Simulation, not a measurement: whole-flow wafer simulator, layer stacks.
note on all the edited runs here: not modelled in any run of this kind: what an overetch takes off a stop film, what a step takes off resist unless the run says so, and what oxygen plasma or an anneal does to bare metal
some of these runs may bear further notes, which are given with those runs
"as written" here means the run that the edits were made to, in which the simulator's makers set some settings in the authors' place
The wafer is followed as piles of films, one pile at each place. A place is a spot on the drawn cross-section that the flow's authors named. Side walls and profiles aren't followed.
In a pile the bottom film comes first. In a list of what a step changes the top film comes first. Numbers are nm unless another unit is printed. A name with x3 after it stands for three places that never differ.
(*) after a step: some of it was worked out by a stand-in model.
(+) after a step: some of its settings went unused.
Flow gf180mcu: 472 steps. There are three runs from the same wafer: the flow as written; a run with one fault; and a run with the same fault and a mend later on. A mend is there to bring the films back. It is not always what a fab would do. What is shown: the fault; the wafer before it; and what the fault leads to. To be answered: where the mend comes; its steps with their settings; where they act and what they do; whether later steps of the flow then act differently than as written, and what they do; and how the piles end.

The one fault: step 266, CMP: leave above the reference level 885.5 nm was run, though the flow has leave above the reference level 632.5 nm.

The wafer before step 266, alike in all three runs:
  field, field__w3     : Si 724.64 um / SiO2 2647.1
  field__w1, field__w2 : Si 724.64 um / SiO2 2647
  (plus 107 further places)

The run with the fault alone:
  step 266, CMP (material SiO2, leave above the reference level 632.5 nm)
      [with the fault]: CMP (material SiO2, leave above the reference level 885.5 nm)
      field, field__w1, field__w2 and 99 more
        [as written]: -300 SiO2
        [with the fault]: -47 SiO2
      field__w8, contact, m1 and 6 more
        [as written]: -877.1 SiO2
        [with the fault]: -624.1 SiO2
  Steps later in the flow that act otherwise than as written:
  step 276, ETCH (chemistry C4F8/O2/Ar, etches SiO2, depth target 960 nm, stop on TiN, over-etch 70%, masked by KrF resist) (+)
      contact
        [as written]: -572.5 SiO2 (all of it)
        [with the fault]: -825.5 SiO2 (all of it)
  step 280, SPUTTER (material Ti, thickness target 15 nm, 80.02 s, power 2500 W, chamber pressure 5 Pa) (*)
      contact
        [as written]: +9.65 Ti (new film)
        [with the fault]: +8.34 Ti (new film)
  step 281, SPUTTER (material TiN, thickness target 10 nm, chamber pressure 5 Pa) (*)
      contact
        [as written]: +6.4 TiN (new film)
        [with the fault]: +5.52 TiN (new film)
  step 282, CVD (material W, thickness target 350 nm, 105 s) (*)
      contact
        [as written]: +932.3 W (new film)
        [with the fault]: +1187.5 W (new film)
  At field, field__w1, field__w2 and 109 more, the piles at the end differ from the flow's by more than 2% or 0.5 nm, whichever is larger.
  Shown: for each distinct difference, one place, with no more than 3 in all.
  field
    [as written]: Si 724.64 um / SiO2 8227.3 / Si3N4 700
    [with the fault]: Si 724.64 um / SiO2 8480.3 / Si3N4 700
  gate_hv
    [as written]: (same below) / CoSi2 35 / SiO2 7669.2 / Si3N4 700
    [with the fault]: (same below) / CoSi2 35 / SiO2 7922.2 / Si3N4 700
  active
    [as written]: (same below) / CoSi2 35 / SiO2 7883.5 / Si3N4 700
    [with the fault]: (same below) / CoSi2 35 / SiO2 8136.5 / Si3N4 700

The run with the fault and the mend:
  After step 274 comes the mend.
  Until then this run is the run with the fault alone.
  step 274a, STRIP (chemistry O2/N2, power 2160 W, pressure 1700 mTorr) (*)
      field, field__w1, field__w2 and 107 more
        -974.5 KrF resist (all of it), -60 anti-reflective coat (all of it)
      contact
        -60 anti-reflective coat (all of it)
  step 274b, CMP (material SiO2, leave above the reference level 632.5 nm) (the flow's step 266, run once more)
      field, field__w1, field__w2 and 108 more
        -253 SiO2
  step 274c, HMDS (120 C, 60 s) (the flow's step 268, run once more)
      leaves every film unchanged at each place that is followed
  step 274d, COAT (anti-reflective coat, thickness 60 nm, 182 C, 71 s) (the flow's step 269, run once more)
      field, field__w1, field__w2 and 108 more
        +60 anti-reflective coat (new film)
  step 274e, COAT (KrF resist, thickness 1000 nm) (the flow's step 270, run once more)
      field, field__w1, field__w2 and 108 more
        +1000 KrF resist (new film)
  step 274f, SOFTBAKE (KrF resist) (the flow's step 271, run once more)
      leaves every film unchanged at each place that is followed
  step 274g, EXPOSE (photomask Via1) (the flow's step 272, run once more)
      leaves every film unchanged at each place that is followed
  step 274h, PEB (KrF resist, 135 C, 90 s) (the flow's step 273, run once more)
      field, field__w1, field__w2 and 108 more
        -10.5 KrF resist
  step 274i, DEVELOP (KrF resist, thickness 1000 nm, 60 s) (the flow's step 274, run once more)
      field, field__w1, field__w2 and 107 more
        -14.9 KrF resist
      contact
        -989.5 KrF resist (all of it)
  Later steps of the flow that are run all act as written at every place that is followed.
  The piles end the same as the flow's at every place that both follow.
